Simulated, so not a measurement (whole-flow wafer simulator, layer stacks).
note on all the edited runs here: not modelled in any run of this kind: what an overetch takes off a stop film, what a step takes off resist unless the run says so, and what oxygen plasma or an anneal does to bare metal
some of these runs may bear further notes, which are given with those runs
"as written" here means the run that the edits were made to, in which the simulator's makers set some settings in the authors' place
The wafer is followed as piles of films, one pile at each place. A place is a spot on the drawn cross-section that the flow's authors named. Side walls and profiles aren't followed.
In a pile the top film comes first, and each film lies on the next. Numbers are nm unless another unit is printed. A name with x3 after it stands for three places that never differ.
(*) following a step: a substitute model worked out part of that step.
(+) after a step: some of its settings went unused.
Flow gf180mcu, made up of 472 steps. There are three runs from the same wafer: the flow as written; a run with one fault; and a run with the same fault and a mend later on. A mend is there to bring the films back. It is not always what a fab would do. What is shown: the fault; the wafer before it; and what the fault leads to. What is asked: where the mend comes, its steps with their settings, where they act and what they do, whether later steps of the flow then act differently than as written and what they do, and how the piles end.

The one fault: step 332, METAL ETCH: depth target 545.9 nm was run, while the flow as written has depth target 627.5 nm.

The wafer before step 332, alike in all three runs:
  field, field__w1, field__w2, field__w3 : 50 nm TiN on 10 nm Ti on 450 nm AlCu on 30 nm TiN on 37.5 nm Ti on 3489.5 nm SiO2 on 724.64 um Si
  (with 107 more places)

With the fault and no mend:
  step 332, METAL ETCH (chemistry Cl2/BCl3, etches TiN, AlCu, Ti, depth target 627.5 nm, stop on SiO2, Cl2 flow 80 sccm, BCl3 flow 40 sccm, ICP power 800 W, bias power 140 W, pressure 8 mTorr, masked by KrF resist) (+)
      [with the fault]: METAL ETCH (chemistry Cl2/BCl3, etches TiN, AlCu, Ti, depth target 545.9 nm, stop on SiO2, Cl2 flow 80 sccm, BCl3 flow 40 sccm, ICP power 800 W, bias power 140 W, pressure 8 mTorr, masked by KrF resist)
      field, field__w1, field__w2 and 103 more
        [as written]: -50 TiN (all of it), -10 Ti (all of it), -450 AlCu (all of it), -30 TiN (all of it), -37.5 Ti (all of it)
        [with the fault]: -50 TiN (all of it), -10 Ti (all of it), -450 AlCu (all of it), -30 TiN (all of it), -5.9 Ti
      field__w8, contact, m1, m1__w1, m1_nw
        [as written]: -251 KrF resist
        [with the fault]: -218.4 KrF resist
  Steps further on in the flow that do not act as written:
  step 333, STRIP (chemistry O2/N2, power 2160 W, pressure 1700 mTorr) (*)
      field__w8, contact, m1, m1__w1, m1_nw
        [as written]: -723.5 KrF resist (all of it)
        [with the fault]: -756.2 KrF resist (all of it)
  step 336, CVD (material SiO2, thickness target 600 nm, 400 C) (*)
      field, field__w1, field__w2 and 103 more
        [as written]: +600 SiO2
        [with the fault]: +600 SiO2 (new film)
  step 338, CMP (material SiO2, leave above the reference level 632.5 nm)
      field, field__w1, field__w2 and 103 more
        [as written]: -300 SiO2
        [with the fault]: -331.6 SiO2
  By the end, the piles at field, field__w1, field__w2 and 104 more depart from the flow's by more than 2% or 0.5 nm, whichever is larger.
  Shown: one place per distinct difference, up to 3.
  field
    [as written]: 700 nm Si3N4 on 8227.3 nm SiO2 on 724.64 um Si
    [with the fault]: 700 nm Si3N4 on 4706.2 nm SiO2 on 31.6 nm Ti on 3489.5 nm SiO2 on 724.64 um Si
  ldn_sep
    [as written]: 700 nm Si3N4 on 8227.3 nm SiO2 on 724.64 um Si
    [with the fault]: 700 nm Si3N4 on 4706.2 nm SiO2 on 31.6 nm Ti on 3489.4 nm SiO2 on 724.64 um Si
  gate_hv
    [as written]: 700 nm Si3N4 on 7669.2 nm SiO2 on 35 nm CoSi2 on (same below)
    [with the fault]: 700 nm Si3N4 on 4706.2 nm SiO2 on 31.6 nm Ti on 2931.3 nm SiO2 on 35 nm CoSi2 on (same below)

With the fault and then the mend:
  The mend follows step 334.
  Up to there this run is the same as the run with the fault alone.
  step 334a, DEHYDRATE (200 C, 60 s) (the flow's step 325 again)
      alters no film at any place that is followed
  step 334b, HMDS (120 C, 60 s) (the flow's step 326 again)
      alters no film at any place that is followed
  step 334c, COAT (KrF resist, thickness 1000 nm) (*) (the flow's step 327 again)
      iso_ptap_pw, iso_ntap_nw, iso_nw_fld and 33 more
        +1000 KrF resist (new film)
      field__w7, field__w11, field__w13 and 10 more
        +1003.5 KrF resist (new film)
      field_sub__w4, ld_sd_p, ld_gate_p, ld_acc_p, ld_fp_p, ld_drift_p, ld_drn_p, ld_body_p_dnw
        +1003.1 KrF resist (new film)
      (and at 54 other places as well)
  step 334d, SOFTBAKE (KrF resist) (the flow's step 328 again)
      alters no film at any place that is followed
  step 334e, EXPOSE (photomask Metal3) (the flow's step 329 again)
      alters no film at any place that is followed
  step 334f, PEB (KrF resist, 135 C, 90 s) (the flow's step 330 again)
      field__w1, field__w2, field__w3 and 55 more
        -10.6 KrF resist
      iso_ptap_pw, iso_ntap_nw, iso_nw_fld and 33 more
        -10.5 KrF resist
      gate_hv, sd_p, nw_enc_fld_lv__w3, polyc_n, polyc_n_rim
        -10.7 KrF resist
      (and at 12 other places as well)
  step 334g, DEVELOP (thickness 1000 nm, 60 s) (the flow's step 331 again)
      iso_ptap_pw, iso_ntap_nw, iso_nw_fld and 33 more
        -989.5 KrF resist (all of it)
      field__w11, field__w13, p_well and 8 more
        -992.9 KrF resist (all of it)
      field__w2, field__w3, field__w7 and 6 more
        -993 KrF resist (all of it)
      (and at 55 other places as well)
  step 334h, METAL ETCH (chemistry Cl2/BCl3, etches TiN, AlCu, Ti, depth target 81.6 nm, stop on SiO2, Cl2 flow 80 sccm, BCl3 flow 40 sccm, ICP power 800 W, bias power 140 W, pressure 8 mTorr, masked by KrF resist) (+) (the flow's step 332 again, with other settings)
      field, field__w1, field__w2 and 103 more
        -31.6 Ti (all of it)
      field__w8, contact, m1, m1__w1, m1_nw
        -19 KrF resist
  step 334i, STRIP (chemistry O2/N2, power 2160 W, pressure 1700 mTorr) (*) (the flow's step 333 again)
      field__w8
        -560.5 KrF resist (all of it)
      contact
        -558.4 KrF resist (all of it)
      m1
        -561.8 KrF resist (all of it)
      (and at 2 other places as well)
  step 334j, STRIP (chemistry post etch residue remover, 72.5 C, 1200 s) (*) (the flow's step 334 again)
      field__w8, contact, m1, m1__w1, m1_nw
        -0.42 TiN
  Every later step of the flow that is run acts as written, at every place that is followed, to within 2% or 0.5 nm, whichever is larger.
  At the end the piles are close to the flow's at the places that both follow, differing by at most 2% or 0.5 nm, whichever is larger.
